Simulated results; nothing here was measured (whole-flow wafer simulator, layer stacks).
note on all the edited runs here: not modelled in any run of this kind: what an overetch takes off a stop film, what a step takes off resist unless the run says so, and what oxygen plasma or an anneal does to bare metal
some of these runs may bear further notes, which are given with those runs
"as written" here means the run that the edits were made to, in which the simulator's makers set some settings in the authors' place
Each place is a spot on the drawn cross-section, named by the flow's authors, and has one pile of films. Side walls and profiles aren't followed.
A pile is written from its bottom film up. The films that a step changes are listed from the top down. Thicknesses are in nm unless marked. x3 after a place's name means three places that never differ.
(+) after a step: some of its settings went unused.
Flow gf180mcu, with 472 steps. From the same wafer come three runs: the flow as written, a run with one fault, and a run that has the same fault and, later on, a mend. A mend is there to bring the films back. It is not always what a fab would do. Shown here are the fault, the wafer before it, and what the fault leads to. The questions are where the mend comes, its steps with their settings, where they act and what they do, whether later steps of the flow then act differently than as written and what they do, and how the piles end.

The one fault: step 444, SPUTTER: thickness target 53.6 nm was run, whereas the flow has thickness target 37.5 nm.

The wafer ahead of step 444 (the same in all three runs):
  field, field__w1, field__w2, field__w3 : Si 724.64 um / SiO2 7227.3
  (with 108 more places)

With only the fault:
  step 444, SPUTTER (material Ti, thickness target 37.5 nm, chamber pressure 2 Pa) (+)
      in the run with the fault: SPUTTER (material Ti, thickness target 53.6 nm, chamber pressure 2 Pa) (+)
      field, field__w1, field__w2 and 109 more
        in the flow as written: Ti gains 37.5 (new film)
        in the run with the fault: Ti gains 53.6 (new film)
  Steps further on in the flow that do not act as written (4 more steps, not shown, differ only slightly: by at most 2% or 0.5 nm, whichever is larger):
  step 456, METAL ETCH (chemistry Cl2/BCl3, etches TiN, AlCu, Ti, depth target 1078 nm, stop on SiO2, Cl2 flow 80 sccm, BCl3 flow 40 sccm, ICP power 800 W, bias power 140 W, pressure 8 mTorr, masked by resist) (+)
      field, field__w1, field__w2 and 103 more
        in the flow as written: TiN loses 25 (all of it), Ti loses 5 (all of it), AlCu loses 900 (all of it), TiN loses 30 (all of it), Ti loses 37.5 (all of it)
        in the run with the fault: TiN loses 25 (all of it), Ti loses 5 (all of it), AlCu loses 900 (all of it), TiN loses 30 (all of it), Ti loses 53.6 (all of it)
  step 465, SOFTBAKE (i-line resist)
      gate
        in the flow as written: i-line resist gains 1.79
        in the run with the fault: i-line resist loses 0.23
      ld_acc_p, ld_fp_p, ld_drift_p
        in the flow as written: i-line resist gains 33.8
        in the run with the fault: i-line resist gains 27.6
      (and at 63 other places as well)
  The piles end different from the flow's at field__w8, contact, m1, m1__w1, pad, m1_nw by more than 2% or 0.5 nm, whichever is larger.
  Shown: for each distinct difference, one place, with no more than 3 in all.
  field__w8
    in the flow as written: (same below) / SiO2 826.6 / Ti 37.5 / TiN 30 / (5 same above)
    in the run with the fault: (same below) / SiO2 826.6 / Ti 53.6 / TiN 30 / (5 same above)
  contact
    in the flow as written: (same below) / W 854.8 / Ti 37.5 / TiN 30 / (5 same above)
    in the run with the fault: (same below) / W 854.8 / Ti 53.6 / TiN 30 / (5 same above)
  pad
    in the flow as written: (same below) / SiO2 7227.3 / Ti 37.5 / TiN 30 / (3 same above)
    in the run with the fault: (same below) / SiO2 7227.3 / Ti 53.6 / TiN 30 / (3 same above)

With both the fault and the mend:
  After step 444 comes the mend.
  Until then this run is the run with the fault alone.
  step 444a, METAL ETCH (chemistry Cl2/BCl3, etches TiN, AlCu, Ti, depth target 16.1 nm, Cl2 flow 80 sccm, BCl3 flow 40 sccm, ICP power 800 W, bias power 140 W, pressure 8 mTorr) (a further turn of the flow's step 260, with different settings)
      field, field__w1, field__w2 and 109 more
        Ti loses 16.1
  None of the later steps of the flow acts differently than as written at any place that is followed.
  By the end, the piles equal the flow's at every place that both follow.
